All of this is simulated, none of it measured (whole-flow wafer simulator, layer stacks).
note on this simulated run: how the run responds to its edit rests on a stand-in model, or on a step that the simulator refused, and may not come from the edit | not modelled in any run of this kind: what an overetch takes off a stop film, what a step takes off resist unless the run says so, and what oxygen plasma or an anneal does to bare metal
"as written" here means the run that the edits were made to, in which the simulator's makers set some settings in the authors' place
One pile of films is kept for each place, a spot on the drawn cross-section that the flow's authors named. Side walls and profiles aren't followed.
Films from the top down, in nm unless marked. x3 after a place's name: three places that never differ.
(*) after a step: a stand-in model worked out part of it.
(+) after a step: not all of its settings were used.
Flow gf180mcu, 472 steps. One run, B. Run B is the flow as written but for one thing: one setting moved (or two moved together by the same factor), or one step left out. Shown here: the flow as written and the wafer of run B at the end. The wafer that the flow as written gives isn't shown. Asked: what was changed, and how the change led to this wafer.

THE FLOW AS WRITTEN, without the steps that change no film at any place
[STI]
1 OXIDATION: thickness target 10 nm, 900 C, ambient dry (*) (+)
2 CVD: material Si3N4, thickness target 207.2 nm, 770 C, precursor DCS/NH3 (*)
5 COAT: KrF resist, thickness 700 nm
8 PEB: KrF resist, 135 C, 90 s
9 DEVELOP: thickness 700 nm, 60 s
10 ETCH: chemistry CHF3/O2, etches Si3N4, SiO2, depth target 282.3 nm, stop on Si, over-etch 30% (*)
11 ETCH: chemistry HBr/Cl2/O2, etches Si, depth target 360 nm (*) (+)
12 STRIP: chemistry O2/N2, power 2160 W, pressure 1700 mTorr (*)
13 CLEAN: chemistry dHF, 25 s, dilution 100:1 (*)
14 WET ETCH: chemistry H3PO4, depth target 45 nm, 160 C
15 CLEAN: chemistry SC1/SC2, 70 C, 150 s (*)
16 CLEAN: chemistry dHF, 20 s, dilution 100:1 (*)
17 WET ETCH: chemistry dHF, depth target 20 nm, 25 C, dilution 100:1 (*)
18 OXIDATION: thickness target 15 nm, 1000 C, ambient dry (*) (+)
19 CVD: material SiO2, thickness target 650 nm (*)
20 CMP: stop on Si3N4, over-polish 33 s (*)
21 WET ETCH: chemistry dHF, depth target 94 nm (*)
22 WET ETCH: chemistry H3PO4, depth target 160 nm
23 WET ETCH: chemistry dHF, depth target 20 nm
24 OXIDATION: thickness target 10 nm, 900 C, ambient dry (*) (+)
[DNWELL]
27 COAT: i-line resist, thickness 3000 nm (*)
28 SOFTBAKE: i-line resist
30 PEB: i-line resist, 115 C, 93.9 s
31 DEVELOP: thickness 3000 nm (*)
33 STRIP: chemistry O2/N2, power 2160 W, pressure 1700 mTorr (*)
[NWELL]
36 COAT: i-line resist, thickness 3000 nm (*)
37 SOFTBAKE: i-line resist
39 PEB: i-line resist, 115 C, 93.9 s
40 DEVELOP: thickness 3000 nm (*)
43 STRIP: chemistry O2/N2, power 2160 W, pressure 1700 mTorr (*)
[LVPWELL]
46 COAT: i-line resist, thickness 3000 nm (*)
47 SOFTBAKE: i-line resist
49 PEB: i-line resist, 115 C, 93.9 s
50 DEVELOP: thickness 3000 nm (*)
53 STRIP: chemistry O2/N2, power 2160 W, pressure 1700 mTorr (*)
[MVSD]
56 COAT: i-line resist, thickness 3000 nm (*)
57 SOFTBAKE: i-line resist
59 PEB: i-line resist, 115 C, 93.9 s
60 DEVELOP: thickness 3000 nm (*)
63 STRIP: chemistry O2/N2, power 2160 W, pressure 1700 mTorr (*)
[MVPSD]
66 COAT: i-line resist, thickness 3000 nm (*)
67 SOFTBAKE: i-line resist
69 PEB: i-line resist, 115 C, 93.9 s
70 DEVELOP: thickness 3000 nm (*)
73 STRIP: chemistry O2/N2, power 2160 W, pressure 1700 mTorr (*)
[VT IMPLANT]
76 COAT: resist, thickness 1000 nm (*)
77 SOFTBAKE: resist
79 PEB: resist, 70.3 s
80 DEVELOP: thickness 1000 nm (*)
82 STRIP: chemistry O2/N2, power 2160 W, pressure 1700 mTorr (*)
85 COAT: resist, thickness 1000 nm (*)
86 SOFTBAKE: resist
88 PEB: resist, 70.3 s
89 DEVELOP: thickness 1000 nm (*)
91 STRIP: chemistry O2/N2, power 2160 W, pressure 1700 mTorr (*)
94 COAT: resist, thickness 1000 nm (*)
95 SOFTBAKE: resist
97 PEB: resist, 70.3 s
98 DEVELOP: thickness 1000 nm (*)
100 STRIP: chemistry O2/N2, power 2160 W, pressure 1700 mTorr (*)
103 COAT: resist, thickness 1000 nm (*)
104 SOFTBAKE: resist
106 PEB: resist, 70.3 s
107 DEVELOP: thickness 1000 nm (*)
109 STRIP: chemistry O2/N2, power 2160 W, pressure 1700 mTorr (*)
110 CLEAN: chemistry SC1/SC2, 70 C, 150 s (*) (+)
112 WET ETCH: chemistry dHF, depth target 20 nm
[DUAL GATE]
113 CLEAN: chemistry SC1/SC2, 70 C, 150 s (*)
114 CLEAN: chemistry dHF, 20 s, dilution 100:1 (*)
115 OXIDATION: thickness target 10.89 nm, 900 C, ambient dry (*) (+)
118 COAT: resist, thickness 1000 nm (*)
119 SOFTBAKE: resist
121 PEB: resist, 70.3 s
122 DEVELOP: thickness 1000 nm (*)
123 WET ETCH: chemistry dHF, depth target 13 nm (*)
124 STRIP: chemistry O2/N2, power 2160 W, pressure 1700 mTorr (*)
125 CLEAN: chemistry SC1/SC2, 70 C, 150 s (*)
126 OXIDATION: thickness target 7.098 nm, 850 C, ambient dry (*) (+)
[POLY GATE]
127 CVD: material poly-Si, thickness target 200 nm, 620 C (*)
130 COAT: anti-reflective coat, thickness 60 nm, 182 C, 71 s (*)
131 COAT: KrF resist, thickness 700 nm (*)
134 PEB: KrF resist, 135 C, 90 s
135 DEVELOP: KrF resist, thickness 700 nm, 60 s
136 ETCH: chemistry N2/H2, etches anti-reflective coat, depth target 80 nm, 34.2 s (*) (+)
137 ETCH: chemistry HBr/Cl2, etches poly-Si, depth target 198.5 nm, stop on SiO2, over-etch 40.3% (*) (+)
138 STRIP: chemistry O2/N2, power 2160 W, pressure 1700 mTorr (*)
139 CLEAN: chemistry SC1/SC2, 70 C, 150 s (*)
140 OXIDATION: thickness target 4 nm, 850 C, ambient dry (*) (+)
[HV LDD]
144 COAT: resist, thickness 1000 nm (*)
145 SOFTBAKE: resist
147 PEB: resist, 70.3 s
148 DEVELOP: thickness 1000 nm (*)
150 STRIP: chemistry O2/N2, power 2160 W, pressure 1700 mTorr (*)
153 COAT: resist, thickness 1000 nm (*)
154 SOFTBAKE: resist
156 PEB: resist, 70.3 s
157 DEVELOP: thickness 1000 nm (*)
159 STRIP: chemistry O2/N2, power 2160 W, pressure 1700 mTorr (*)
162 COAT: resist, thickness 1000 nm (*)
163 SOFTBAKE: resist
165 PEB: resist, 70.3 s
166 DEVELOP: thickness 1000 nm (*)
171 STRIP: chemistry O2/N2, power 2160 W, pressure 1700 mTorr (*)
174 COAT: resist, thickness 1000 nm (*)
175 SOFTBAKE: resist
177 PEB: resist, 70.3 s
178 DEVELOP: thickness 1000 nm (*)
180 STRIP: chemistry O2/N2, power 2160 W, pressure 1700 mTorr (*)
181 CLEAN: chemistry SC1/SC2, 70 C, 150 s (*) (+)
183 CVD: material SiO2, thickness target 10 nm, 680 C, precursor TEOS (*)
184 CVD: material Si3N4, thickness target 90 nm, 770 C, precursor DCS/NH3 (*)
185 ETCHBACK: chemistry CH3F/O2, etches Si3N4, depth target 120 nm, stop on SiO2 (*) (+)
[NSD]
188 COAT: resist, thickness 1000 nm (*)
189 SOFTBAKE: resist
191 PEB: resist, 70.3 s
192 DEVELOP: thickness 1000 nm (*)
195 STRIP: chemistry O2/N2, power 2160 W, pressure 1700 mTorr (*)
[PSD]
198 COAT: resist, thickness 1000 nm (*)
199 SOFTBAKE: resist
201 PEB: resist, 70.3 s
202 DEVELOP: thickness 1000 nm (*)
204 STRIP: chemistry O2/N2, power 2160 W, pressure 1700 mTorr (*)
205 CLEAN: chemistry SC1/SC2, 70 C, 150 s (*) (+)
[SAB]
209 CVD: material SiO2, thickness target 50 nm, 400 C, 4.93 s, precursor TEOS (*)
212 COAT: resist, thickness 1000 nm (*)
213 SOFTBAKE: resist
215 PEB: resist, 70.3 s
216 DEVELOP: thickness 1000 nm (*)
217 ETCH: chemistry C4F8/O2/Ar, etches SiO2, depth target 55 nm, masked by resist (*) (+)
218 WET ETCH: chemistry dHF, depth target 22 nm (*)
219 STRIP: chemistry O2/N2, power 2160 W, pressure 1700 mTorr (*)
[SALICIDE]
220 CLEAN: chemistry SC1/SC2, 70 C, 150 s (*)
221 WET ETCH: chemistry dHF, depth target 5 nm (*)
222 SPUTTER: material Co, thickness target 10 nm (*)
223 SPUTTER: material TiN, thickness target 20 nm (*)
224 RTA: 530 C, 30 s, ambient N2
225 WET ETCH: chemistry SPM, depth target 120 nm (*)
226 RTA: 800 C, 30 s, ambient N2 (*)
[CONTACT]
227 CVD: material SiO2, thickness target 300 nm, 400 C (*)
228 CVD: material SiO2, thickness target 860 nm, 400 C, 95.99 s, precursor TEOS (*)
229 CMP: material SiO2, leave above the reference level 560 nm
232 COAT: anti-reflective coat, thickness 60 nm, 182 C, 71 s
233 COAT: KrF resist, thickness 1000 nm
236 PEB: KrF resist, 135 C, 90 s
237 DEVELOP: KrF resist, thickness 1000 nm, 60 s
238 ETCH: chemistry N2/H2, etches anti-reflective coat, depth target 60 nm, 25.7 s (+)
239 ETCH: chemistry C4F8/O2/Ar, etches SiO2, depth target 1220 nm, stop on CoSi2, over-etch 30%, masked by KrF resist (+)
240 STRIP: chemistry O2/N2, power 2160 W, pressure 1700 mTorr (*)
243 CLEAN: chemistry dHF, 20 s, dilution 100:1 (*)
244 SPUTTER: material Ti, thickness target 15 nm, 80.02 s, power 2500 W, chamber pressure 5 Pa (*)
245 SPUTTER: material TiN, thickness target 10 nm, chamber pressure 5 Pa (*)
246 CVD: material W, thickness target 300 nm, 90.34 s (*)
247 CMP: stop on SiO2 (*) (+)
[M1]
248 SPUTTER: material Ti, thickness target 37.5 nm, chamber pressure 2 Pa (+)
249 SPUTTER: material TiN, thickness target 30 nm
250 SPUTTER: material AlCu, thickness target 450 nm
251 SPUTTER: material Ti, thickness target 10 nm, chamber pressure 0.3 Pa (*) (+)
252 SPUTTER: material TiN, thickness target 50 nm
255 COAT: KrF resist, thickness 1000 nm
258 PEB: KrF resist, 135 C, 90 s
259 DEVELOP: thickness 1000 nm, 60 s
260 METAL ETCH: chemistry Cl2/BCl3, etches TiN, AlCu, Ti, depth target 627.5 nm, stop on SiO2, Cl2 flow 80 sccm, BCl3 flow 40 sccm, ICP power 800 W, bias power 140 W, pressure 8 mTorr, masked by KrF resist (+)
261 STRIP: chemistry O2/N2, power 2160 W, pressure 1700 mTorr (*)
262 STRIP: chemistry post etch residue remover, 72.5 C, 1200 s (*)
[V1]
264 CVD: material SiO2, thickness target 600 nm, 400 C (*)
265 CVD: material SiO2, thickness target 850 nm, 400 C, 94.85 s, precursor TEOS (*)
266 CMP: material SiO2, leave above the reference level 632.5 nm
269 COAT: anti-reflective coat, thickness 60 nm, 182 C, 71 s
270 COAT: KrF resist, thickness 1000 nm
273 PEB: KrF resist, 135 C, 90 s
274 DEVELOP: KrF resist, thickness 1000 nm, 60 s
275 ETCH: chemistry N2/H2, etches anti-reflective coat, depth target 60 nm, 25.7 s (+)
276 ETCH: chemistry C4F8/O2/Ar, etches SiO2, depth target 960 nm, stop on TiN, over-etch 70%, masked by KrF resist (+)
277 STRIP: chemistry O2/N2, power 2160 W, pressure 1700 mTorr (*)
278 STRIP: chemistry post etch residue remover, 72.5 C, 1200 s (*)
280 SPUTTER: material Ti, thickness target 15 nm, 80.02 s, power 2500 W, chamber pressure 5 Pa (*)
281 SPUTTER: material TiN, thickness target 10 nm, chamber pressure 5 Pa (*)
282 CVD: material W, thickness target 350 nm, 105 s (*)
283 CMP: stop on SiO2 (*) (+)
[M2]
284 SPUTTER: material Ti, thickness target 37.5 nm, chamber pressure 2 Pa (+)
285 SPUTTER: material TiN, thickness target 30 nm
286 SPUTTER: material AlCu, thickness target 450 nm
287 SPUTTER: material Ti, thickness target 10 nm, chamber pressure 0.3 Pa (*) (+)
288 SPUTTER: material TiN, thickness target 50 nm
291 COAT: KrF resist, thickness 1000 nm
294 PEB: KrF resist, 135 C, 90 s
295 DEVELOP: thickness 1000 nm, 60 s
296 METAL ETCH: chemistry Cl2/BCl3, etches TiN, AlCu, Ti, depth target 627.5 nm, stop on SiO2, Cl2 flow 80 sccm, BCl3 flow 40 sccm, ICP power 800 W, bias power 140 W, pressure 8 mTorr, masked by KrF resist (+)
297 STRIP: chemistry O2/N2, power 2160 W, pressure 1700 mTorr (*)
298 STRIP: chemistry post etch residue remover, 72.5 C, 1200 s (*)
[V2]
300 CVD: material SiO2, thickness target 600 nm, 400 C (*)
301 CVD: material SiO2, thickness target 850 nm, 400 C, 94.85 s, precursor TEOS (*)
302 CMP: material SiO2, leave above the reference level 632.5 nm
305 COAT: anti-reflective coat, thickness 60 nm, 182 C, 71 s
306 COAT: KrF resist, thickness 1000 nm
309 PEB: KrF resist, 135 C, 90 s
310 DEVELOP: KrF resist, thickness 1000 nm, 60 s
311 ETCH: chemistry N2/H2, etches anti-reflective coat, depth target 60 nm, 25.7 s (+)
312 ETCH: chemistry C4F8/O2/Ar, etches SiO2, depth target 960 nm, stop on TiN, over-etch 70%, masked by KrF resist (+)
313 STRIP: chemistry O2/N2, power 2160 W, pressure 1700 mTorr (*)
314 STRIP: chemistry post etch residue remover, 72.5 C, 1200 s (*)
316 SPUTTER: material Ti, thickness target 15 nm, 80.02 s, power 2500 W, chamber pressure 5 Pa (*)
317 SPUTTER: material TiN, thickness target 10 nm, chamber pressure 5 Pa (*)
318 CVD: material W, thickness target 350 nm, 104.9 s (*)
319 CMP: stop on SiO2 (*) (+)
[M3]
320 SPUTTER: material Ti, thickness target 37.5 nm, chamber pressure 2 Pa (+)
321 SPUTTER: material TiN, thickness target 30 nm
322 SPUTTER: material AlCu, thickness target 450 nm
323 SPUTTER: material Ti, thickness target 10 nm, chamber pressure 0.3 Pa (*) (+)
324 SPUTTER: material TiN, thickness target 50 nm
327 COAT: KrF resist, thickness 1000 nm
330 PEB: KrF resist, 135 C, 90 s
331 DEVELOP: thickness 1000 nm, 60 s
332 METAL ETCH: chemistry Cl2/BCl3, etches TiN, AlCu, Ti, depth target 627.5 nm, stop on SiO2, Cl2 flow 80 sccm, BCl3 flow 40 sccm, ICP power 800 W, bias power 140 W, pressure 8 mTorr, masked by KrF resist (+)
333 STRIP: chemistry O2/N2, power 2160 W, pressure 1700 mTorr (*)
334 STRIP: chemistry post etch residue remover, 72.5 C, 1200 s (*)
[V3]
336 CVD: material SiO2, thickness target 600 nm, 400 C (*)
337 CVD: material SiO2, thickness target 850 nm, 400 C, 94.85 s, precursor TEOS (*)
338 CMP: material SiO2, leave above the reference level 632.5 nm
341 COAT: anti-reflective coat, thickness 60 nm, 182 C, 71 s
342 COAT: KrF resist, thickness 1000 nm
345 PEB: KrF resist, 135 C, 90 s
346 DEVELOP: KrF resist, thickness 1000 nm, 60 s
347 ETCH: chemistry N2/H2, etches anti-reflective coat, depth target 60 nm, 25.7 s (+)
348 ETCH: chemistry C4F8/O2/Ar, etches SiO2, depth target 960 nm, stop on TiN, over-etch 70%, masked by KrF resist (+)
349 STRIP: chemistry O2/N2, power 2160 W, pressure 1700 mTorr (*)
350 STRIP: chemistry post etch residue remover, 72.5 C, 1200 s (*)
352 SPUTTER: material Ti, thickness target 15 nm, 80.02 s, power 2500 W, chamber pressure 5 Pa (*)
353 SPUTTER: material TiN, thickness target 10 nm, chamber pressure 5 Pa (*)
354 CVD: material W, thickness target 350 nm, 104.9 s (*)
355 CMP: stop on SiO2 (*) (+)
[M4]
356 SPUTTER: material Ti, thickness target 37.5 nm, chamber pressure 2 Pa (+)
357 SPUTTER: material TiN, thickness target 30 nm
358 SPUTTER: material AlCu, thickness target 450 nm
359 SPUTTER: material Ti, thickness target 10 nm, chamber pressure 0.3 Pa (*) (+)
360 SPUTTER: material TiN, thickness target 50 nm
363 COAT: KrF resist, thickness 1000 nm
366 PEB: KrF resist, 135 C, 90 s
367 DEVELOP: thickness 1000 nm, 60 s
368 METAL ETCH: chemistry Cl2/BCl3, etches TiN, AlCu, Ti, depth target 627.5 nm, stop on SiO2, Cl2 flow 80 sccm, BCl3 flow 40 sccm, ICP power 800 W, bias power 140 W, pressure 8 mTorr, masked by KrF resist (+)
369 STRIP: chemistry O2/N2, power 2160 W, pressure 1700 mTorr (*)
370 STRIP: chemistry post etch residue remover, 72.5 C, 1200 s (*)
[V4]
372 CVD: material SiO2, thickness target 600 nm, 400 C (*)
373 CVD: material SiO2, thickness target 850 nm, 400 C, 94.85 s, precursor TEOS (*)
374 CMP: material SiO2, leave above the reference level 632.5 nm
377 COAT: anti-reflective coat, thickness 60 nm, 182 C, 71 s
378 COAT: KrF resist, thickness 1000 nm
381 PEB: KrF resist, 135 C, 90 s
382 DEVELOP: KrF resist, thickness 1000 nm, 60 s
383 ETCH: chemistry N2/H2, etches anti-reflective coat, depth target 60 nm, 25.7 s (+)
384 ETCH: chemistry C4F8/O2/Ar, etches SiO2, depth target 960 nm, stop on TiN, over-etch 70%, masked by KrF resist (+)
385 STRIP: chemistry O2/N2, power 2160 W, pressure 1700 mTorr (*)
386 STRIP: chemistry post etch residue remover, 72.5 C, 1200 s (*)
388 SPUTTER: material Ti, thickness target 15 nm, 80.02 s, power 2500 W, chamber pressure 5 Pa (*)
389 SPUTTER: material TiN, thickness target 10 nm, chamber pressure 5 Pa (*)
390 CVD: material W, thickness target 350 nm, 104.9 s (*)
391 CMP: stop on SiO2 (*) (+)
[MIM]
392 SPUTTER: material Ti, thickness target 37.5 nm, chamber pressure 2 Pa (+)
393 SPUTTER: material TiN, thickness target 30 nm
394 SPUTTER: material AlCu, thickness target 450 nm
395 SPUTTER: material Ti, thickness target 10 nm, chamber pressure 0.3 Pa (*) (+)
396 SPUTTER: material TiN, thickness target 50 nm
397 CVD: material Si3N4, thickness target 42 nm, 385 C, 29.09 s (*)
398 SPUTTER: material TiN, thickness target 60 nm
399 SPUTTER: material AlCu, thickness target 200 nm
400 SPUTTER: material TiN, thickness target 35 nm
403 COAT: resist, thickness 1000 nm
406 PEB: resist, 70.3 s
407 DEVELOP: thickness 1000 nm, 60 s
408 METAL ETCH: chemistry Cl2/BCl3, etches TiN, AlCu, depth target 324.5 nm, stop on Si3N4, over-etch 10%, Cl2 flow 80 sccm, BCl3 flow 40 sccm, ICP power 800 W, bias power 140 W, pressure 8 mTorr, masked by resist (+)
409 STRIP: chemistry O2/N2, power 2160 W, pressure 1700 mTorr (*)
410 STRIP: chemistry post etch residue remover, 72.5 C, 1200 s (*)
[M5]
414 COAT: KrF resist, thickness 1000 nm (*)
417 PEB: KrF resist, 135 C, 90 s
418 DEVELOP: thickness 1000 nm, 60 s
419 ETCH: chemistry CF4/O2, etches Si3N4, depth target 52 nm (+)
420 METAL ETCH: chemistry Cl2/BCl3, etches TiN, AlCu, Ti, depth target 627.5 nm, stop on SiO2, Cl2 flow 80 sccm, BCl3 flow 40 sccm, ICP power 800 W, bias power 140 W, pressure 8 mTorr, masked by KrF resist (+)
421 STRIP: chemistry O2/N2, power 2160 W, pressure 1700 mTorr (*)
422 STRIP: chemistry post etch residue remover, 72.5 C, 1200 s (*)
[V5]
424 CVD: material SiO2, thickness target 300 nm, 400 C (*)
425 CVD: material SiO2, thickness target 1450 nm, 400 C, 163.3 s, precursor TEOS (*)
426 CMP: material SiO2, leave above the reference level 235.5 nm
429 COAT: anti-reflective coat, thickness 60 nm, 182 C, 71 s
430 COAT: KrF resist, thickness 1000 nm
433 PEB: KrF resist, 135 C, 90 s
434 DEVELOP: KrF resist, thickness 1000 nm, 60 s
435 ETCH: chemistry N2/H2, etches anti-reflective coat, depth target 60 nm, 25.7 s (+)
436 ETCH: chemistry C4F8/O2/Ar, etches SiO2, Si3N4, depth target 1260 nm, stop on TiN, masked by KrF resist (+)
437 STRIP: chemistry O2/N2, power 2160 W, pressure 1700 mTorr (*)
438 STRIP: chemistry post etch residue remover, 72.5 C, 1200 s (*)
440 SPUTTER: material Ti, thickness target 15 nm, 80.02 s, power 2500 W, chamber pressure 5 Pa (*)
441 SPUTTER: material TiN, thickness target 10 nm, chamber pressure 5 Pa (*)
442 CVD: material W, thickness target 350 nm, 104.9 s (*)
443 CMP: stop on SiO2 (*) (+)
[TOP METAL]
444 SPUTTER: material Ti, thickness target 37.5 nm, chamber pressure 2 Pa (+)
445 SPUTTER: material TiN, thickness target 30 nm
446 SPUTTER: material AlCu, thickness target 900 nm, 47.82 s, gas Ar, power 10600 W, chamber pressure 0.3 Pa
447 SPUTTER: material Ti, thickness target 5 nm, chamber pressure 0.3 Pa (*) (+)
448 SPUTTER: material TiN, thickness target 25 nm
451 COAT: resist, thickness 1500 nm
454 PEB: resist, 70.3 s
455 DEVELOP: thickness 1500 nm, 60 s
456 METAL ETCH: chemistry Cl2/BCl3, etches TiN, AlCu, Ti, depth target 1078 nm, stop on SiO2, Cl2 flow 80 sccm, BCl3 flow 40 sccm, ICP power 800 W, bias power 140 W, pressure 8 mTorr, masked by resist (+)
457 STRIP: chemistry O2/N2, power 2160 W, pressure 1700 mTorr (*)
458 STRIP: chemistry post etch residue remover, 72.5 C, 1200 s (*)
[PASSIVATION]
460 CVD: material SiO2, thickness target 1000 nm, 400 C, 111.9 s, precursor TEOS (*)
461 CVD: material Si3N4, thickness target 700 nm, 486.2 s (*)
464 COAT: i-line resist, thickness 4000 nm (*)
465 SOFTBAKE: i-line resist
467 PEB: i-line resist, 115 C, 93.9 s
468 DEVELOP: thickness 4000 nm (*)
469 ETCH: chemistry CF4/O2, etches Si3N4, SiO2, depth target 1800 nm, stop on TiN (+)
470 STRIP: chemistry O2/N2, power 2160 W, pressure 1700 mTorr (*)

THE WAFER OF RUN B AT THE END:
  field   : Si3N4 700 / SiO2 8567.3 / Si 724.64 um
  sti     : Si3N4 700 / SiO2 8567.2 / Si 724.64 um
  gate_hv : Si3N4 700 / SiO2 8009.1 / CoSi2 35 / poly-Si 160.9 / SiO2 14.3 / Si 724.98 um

The cause: step 266, CMP: leave above the reference level 974.1 nm was run, where the flow has leave above the reference level 632.5 nm.

How the change led to this, step by step:
  266 CMP: material SiO2, leave above the reference level 632.5 nm
      field, field__w1, field__w2 and 99 more: nothing (as written it would be: SiO2 -300)
      field__w8, contact, m1 and 6 more: SiO2 -535.5 (as written it would be: SiO2 -877.1)
  269 COAT: anti-reflective coat, thickness 60 nm, 182 C, 71 s
      field: anti-reflective coat +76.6 (new film) (as written it would be: anti-reflective coat +60 (new film))
      field__w8: anti-reflective coat +36.6 (new film) (as written it would be: anti-reflective coat +60 (new film))
      (and at 13 more places)
  275 ETCH: chemistry N2/H2, etches anti-reflective coat, depth target 60 nm, 25.7 s (+)
      contact: anti-reflective coat -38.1 (all of it), SiO2 -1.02 (as written it would be: anti-reflective coat -60 (all of it), SiO2 -0.46)
  276 ETCH: chemistry C4F8/O2/Ar, etches SiO2, depth target 960 nm, stop on TiN, over-etch 70%, masked by KrF resist (+)
      contact: SiO2 -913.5 (all of it) (as written it would be: SiO2 -572.5 (all of it))
  277 STRIP: chemistry O2/N2, power 2160 W, pressure 1700 mTorr (*)
      field: KrF resist -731 (all of it), anti-reflective coat -76.6 (all of it) (as written it would be: KrF resist -739.2 (all of it), anti-reflective coat -60 (all of it))
      field__w8: KrF resist -735.1 (all of it), anti-reflective coat -36.6 (all of it) (as written it would be: KrF resist -739.2 (all of it), anti-reflective coat -60 (all of it))
      (and at 12 more places)
  280 SPUTTER: material Ti, thickness target 15 nm, 80.02 s, power 2500 W, chamber pressure 5 Pa (*)
      contact: Ti +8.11 (new film) (as written it would be: Ti +9.65 (new film))
  281 SPUTTER: material TiN, thickness target 10 nm, chamber pressure 5 Pa (*)
      contact: TiN +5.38 (new film) (as written it would be: TiN +6.4 (new film))
  282 CVD: material W, thickness target 350 nm, 105 s (*)
      contact: W +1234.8 (new film) (as written it would be: W +932.3 (new film))
  283 CMP: stop on SiO2 (*) (+)
      m1, m1__w1, polyc_n, polyc_n_rim, polyc_p, polyc_p_rim, m1_nw: W -350 (all of it), TiN -10 (all of it), Ti -15 (all of it), SiO2 -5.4 (as written it would be: W -350 (all of it), TiN -10 (all of it), Ti -15 (all of it), SiO2 -3.78)
      field__w8: W -350 (all of it), TiN -10 (all of it), Ti -15 (all of it), SiO2 -5.41 (as written it would be: W -350 (all of it), TiN -10 (all of it), Ti -15 (all of it), SiO2 -3.78)
  291 COAT: KrF resist, thickness 1000 nm
      field__w8: KrF resist +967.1 (new film) (as written it would be: KrF resist +1000 (new film))
      m1: KrF resist +966.6 (new film) (as written it would be: KrF resist +1000 (new film))
      (and at 6 more places)
  295 DEVELOP: thickness 1000 nm, 60 s
      polyc_n: KrF resist -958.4 (all of it) (as written it would be: KrF resist -989.5 (all of it))
      polyc_n_rim: KrF resist -957.7 (all of it) (as written it would be: KrF resist -989.5 (all of it))
      (and at 2 more places)
  297 STRIP: chemistry O2/N2, power 2160 W, pressure 1700 mTorr (*)
      field__w8: KrF resist -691 (all of it) (as written it would be: KrF resist -723.5 (all of it))
      m1: KrF resist -690.4 (all of it) (as written it would be: KrF resist -723.5 (all of it))
      (and at 2 more places)
  302 CMP: material SiO2, leave above the reference level 632.5 nm
      field, field__w1, field__w2 and 99 more: SiO2 -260 (as written it would be: SiO2 -300)
      contact: SiO2 -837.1 (as written it would be: SiO2 -877.1)
  312 ETCH: chemistry C4F8/O2/Ar, etches SiO2, depth target 960 nm, stop on TiN, over-etch 70%, masked by KrF resist (+)
      contact: SiO2 -612.5 (all of it) (as written it would be: SiO2 -572.5 (all of it))
  318 CVD: material W, thickness target 350 nm, 104.9 s (*)
      contact: W +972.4 (new film) (as written it would be: W +932.3 (new film))
